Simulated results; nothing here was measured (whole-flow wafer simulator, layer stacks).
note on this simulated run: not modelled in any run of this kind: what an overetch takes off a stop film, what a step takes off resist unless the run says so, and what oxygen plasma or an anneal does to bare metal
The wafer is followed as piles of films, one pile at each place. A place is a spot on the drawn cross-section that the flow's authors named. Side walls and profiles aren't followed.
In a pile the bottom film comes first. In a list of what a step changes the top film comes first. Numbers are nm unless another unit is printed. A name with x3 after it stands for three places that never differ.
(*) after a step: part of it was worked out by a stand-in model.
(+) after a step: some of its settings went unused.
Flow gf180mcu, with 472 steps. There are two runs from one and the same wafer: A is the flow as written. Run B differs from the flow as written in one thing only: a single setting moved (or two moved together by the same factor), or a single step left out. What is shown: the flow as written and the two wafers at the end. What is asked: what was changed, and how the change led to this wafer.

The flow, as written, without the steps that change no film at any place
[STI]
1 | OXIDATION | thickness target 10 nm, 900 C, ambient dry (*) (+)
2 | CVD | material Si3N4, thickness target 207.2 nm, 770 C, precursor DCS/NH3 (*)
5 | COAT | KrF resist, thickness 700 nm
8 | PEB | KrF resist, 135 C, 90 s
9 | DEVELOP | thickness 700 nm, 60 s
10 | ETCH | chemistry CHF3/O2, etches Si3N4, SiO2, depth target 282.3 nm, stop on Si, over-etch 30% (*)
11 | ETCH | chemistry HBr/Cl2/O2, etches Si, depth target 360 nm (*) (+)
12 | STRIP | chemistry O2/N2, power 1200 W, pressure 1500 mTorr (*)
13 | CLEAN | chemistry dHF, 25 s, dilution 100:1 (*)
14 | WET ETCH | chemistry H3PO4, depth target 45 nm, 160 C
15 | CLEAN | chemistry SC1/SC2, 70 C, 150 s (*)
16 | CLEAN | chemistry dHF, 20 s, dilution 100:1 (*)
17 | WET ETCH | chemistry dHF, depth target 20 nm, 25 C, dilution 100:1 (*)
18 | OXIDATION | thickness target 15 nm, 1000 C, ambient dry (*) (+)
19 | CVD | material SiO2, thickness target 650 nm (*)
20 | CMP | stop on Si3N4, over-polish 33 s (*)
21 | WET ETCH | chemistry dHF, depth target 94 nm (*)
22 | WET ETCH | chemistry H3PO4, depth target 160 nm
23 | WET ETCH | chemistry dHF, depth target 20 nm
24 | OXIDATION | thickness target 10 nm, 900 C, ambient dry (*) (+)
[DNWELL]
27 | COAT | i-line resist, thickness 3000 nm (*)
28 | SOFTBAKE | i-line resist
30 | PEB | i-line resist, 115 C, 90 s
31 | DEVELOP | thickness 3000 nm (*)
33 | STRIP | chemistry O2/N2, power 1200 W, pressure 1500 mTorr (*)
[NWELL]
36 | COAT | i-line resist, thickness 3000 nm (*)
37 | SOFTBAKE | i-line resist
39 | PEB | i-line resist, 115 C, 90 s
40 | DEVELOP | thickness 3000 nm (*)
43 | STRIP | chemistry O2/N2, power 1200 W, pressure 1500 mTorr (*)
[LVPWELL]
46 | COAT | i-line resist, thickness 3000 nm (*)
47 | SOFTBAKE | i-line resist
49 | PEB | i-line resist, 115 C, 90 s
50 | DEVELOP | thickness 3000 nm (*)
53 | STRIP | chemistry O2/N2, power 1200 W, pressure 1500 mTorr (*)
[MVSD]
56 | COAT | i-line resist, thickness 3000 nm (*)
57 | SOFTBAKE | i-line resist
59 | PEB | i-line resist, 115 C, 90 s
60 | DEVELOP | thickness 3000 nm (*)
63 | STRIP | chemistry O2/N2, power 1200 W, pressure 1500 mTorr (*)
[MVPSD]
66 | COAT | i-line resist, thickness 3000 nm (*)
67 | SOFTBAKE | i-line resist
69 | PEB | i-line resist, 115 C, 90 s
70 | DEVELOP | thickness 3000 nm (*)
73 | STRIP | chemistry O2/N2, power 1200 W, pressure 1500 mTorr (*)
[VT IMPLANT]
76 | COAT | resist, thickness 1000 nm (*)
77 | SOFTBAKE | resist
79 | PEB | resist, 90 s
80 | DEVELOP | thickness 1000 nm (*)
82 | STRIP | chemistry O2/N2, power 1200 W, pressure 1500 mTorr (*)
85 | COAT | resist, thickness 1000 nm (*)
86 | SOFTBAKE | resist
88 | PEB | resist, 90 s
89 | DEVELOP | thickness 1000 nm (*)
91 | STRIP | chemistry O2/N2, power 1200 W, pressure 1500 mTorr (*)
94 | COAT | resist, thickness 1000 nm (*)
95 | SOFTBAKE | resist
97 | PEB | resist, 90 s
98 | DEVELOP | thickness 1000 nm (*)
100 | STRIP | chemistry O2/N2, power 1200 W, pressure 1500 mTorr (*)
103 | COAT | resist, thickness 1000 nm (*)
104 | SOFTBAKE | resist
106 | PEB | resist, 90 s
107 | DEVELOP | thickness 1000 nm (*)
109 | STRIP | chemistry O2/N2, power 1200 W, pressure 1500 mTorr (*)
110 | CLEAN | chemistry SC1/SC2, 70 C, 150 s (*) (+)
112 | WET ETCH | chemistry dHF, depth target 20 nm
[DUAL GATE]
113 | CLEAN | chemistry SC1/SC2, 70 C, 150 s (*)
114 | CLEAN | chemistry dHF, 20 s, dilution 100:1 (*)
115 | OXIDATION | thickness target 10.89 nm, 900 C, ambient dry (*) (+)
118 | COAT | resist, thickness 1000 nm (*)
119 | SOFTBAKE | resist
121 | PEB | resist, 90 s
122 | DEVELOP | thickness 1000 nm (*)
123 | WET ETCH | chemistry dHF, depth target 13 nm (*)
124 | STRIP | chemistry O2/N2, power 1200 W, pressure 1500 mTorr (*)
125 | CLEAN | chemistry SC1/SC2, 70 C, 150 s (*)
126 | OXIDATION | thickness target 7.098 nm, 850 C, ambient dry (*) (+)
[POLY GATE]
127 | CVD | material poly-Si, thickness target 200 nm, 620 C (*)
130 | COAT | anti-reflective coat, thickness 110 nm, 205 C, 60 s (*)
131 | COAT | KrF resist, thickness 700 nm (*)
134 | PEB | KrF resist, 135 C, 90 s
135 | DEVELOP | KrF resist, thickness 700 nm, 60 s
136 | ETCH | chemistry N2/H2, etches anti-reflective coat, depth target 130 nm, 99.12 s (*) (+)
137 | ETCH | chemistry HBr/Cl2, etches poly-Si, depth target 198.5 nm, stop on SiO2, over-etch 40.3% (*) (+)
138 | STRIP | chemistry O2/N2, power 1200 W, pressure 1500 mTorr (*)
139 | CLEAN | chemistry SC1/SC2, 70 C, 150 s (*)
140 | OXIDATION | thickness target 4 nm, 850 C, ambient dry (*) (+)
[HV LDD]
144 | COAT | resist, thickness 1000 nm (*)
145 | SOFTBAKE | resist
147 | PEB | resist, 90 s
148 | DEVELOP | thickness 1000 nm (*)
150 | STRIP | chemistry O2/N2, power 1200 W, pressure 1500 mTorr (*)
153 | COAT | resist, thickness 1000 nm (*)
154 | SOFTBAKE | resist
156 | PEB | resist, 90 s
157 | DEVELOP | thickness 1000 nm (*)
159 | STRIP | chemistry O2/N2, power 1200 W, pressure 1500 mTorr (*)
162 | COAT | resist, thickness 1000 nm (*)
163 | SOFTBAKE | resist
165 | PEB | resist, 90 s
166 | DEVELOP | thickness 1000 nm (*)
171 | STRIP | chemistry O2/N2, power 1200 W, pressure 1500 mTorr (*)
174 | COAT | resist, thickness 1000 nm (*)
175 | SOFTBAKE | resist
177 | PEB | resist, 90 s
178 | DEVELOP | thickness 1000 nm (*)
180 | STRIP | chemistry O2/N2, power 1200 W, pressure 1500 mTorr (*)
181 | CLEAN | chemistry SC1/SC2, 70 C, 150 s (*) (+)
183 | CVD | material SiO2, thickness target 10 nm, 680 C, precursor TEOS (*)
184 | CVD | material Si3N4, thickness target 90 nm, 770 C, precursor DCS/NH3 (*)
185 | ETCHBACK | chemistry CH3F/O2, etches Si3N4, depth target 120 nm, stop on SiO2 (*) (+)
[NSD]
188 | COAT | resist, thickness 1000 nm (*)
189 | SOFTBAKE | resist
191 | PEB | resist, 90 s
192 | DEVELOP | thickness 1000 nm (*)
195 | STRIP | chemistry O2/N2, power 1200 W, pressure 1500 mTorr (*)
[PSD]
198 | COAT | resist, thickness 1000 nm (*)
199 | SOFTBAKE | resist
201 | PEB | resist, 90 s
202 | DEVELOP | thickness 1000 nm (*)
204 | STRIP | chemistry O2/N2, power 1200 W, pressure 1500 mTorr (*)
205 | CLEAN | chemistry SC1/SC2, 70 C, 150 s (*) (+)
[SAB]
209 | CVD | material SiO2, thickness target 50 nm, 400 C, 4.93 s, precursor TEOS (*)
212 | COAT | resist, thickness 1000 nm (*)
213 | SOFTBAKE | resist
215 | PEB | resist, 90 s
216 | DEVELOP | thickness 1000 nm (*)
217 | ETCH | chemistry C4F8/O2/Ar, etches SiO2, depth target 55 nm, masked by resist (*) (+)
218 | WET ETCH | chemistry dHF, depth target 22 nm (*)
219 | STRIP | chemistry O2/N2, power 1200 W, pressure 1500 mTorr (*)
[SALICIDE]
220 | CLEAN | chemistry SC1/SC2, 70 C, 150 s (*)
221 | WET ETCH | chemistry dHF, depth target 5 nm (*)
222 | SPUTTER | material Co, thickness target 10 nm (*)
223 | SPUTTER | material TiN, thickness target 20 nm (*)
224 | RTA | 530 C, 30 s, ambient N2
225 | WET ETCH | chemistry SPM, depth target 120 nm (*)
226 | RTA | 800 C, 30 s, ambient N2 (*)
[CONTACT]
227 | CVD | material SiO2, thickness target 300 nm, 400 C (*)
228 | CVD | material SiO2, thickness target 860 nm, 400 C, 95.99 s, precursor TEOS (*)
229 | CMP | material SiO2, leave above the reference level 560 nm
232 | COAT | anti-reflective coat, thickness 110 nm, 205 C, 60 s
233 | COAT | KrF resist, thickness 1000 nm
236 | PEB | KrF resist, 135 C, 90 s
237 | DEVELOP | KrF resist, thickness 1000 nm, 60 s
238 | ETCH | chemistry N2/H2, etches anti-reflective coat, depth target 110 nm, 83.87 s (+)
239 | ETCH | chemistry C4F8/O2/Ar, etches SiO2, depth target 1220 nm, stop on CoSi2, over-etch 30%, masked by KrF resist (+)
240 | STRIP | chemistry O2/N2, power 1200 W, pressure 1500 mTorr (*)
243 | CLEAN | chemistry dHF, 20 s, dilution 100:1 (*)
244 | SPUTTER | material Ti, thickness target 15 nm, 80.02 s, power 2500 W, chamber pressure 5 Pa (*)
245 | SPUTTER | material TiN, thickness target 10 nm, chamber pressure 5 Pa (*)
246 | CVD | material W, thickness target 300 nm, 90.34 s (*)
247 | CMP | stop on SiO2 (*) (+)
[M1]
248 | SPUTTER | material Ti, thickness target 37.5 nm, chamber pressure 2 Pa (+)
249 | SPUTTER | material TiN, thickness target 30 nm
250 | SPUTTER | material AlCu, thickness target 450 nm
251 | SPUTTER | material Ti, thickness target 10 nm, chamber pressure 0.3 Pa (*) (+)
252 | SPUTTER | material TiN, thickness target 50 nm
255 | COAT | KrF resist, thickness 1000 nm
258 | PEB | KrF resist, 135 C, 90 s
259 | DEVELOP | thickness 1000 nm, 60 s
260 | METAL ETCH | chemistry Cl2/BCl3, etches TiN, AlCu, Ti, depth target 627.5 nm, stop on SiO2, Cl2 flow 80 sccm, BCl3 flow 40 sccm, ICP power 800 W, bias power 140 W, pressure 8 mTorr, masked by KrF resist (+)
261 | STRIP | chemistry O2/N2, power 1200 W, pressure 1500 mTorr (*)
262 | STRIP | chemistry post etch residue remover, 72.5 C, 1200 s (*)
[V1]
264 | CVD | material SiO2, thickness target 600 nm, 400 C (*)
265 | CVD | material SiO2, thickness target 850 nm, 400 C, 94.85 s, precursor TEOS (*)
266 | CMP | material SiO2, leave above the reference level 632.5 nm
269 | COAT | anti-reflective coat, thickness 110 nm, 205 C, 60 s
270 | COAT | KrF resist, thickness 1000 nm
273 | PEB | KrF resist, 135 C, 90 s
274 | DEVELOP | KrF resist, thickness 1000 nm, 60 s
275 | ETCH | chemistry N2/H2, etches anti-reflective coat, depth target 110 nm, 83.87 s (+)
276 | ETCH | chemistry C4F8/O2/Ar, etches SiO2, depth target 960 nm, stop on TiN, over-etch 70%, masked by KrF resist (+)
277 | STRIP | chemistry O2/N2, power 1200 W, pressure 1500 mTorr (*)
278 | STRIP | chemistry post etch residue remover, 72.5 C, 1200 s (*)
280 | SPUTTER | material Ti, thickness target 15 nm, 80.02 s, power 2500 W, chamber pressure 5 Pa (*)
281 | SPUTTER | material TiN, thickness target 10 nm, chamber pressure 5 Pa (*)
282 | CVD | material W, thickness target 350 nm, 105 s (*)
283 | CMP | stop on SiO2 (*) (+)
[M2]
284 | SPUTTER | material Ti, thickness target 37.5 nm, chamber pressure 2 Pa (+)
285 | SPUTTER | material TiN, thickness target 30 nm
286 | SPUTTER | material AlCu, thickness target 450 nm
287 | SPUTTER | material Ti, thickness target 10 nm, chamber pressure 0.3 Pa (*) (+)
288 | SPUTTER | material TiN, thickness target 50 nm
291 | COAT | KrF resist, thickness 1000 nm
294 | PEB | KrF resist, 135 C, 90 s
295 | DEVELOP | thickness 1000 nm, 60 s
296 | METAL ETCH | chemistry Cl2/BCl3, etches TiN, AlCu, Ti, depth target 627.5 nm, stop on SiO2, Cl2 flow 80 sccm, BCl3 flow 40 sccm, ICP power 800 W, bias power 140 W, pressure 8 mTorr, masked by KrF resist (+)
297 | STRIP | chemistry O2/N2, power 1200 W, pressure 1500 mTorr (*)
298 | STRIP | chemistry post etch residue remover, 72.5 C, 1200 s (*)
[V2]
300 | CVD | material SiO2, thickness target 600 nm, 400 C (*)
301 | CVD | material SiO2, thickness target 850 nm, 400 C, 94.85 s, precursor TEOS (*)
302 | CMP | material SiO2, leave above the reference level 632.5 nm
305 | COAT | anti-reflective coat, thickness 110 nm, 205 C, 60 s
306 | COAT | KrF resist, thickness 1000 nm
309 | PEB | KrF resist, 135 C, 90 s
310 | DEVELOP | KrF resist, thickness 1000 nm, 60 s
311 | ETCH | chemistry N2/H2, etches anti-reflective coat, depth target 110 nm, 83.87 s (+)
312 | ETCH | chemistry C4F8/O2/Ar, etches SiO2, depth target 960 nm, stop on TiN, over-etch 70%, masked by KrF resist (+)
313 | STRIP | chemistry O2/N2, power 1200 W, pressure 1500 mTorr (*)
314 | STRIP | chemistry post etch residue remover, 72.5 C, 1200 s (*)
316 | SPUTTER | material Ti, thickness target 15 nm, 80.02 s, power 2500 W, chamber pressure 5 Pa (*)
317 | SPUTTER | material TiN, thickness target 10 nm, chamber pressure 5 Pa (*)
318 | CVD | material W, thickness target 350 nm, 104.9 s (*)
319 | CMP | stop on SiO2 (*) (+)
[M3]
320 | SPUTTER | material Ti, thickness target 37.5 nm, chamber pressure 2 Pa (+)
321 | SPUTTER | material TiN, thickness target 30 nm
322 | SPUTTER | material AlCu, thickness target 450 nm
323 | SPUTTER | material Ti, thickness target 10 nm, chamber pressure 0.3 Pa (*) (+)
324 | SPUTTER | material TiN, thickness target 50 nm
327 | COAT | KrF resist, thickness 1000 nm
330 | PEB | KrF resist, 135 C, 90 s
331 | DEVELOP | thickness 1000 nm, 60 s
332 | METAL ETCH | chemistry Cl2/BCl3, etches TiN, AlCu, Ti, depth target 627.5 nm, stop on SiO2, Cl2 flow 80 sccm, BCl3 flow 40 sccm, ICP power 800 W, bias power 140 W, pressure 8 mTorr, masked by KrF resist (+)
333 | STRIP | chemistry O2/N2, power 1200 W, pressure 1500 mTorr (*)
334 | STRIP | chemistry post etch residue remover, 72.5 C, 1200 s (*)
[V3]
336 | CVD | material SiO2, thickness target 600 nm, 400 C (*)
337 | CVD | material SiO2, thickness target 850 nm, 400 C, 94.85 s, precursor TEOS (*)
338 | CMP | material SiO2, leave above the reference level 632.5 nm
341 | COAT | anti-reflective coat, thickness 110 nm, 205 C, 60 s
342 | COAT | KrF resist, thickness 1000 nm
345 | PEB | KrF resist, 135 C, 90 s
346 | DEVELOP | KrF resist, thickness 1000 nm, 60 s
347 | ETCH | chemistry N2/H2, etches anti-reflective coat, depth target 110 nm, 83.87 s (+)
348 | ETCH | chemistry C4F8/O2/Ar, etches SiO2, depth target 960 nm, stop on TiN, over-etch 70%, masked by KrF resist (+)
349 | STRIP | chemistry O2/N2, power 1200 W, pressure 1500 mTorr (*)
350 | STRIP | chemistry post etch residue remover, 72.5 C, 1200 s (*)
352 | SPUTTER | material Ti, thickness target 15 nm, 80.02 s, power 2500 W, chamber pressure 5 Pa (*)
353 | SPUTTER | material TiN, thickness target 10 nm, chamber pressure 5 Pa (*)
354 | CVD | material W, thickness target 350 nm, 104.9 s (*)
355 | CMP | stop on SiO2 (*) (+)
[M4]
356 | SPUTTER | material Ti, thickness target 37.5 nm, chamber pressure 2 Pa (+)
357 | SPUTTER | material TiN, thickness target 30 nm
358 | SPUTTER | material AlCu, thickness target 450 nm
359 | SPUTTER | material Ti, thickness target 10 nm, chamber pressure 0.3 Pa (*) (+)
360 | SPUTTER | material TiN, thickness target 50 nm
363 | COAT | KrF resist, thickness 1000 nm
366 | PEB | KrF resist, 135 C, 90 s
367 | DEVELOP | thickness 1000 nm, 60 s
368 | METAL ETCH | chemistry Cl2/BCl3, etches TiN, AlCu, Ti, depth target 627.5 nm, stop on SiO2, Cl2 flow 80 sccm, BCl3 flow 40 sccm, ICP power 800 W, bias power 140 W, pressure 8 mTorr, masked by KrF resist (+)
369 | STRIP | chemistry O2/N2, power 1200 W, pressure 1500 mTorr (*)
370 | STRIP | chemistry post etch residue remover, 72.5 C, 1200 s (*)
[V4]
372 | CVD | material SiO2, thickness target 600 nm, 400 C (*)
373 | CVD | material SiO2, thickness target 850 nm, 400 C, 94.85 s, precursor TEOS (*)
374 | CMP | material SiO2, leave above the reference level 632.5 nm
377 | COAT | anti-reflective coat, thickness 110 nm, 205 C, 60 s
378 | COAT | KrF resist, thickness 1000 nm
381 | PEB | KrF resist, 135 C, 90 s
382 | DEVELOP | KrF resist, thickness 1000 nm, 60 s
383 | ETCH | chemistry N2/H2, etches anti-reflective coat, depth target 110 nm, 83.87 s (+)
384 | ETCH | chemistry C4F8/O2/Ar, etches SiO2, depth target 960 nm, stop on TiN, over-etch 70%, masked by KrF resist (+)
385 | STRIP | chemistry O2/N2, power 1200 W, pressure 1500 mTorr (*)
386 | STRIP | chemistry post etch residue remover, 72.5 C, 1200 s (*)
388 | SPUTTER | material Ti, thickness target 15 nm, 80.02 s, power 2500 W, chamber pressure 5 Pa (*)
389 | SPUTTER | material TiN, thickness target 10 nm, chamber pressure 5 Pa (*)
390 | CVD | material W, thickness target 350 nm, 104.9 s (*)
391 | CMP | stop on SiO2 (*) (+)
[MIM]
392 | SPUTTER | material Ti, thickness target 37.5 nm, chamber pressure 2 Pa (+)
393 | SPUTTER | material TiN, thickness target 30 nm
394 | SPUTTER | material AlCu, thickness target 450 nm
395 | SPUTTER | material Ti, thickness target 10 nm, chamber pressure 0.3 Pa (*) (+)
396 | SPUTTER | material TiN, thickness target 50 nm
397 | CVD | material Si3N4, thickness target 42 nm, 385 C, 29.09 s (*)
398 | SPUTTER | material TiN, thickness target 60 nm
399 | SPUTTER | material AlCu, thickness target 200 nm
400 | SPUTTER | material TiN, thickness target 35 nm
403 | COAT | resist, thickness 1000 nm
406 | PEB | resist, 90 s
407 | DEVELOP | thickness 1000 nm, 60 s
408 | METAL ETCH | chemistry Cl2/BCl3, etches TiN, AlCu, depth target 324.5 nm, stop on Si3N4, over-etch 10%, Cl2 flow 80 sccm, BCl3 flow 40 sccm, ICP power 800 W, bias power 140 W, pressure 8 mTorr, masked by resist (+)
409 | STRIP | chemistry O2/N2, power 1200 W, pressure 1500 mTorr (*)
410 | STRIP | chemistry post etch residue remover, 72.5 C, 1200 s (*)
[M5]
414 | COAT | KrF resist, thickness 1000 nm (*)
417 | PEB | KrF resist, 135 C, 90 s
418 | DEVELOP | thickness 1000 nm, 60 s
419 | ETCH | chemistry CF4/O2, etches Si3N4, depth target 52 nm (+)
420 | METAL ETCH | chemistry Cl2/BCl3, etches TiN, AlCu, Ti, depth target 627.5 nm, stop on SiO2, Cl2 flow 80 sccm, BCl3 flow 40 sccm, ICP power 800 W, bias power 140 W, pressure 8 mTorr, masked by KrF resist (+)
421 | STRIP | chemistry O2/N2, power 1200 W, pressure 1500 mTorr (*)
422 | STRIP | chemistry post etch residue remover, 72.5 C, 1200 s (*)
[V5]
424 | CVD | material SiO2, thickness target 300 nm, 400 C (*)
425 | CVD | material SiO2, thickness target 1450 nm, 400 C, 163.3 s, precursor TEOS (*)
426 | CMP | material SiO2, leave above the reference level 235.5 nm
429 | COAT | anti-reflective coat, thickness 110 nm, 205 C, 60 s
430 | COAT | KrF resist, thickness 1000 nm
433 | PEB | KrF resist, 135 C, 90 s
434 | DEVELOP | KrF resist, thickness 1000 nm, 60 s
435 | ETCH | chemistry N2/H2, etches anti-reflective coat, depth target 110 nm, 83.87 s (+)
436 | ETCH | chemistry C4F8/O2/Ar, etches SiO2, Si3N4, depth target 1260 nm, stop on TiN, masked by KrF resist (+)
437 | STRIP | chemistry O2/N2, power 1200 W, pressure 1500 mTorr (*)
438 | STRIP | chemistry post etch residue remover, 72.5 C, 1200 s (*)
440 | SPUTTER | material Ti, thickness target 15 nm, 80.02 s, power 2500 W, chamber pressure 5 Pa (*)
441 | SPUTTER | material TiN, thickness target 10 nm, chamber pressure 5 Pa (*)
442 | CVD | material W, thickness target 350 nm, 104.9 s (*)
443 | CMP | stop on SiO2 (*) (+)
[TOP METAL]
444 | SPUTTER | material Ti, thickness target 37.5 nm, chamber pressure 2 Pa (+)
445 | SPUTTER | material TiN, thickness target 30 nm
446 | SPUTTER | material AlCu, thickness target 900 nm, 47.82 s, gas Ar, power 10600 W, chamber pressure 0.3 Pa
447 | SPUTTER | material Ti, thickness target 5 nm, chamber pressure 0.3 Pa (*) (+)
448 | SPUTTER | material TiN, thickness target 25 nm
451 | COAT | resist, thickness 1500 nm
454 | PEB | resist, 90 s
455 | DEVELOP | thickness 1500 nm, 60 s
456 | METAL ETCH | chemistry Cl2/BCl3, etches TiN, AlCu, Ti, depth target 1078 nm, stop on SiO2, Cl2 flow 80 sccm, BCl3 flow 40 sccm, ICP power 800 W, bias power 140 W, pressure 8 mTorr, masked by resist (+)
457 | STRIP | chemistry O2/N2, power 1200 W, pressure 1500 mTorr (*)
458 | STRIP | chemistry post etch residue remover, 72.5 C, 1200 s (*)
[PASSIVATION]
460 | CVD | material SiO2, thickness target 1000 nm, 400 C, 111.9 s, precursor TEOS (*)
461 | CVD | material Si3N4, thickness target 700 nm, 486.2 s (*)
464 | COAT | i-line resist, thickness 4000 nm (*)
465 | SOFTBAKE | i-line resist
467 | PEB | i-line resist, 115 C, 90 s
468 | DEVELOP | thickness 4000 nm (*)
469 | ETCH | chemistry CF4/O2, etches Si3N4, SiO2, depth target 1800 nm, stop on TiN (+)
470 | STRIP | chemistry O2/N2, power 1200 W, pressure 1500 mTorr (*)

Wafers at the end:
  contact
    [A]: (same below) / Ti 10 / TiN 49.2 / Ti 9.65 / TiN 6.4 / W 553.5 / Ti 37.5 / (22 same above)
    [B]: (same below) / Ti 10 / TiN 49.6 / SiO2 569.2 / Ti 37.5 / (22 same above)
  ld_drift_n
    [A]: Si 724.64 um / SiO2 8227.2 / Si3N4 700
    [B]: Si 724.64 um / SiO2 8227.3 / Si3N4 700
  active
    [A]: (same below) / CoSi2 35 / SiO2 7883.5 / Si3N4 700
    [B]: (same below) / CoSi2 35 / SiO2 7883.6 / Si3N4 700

Cause: step 348, ETCH: chemistry C4F8/O2/Ar, etches SiO2, depth target 960 nm, stop on TiN, over-etch 70%, masked by KrF resist (+), was omitted.

The path from the change to this, step by step:
  349 | STRIP | chemistry O2/N2, power 1200 W, pressure 1500 mTorr (*)
      field, field__w1, field__w2 and 107 more: A KrF resist loses 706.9 (all of it), anti-reflective coat loses 110 (all of it) | B KrF resist loses 898.9 (all of it), anti-reflective coat loses 110 (all of it)
  352 | SPUTTER | material Ti, thickness target 15 nm, 80.02 s, power 2500 W, chamber pressure 5 Pa (*)
      contact: A Ti gains 9.65 (new film) | B Ti gains 15 (new film)
  353 | SPUTTER | material TiN, thickness target 10 nm, chamber pressure 5 Pa (*)
      contact: A TiN gains 6.4 (new film) | B TiN gains 10 (new film)
  354 | CVD | material W, thickness target 350 nm, 104.9 s (*)
      contact: A W gains 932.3 (new film) | B W gains 350 (new film)
  355 | CMP | stop on SiO2 (*) (+)
      contact: A W loses 378.8 | B W loses 350 (all of it), TiN loses 10 (all of it), Ti loses 15 (all of it), SiO2 loses 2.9
With metal films that touch counted as one body, contact has 2 bodies (between them, from the top down: SiO2 569.2); the flow as written gives 1 body.
